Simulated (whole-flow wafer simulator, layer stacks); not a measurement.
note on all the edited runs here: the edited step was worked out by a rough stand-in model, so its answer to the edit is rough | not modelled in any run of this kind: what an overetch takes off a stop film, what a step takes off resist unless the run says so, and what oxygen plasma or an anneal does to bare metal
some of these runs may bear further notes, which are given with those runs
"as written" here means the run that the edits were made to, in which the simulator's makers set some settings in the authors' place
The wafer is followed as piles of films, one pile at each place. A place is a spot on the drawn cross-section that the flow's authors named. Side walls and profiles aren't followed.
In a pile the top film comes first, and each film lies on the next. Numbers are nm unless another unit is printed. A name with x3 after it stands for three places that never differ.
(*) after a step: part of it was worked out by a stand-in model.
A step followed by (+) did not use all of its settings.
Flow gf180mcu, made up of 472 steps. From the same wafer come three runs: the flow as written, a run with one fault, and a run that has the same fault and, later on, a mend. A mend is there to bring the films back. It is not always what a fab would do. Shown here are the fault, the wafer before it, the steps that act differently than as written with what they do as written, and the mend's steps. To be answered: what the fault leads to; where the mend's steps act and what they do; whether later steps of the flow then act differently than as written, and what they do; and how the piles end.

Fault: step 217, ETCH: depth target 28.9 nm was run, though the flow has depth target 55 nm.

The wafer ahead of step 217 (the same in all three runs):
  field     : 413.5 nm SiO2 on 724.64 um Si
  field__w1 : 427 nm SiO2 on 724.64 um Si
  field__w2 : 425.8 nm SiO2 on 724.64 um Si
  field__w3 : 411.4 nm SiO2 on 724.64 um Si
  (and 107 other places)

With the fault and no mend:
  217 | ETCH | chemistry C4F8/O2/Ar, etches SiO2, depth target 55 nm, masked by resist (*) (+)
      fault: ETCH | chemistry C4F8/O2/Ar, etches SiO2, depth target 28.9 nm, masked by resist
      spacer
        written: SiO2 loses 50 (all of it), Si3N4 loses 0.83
        fault: SiO2 loses 28.9
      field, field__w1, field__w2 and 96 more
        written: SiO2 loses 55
        fault: SiO2 loses 28.9
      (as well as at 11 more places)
  Steps further on in the flow that do not act as written (7 more steps, not shown, differ only slightly: by at most 2% or 0.5 nm, whichever is larger):
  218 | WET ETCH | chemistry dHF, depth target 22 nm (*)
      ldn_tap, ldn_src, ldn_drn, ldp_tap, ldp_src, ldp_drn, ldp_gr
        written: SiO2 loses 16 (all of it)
        fault: SiO2 loses 39.5
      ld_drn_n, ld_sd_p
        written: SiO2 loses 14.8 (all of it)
        fault: SiO2 loses 38.6
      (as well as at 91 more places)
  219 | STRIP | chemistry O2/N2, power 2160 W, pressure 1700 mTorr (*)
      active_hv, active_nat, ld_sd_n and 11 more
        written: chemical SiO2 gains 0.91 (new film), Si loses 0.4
        fault: nothing
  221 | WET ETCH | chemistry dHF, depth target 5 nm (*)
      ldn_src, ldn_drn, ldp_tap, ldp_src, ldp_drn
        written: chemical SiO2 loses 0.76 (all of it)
        fault: SiO2 loses 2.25 (all of it)
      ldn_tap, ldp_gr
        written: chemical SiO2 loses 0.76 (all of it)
        fault: SiO2 loses 2.26 (all of it)
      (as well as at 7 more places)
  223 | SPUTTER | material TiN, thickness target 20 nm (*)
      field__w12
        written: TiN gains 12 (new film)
        fault: TiN gains 12.7 (new film)
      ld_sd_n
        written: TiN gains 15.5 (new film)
        fault: TiN gains 16.1 (new film)
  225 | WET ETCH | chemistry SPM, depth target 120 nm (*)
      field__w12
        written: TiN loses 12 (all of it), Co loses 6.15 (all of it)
        fault: TiN loses 12.7 (all of it), Co loses 6.46 (all of it)
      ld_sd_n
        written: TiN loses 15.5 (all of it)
        fault: TiN loses 16.1 (all of it)
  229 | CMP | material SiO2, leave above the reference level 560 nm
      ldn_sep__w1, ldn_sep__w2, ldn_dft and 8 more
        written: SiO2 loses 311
        fault: SiO2 loses 321.1
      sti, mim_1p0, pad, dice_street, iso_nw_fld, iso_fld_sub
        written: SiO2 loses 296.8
        fault: SiO2 loses 306.9
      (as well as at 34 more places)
  At the end the piles are close to the flow's at the places that both follow, differing by at most 2% or 0.5 nm, whichever is larger.

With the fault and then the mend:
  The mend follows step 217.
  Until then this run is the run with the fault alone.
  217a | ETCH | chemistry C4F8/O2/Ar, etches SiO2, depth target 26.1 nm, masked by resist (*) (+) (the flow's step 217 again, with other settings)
      field, field__w1, field__w2 and 96 more
        SiO2 loses 26.1
      field__w5, field__w9, field__w13 and 8 more
        resist loses 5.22
      spacer
        SiO2 loses 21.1 (all of it), Si3N4 loses 0.83
  Every later step of the flow that is run acts as written, at every place that is followed, to within 2% or 0.5 nm, whichever is larger.
  At the end the piles are close to the flow's at the places that both follow, differing by at most 2% or 0.5 nm, whichever is larger.
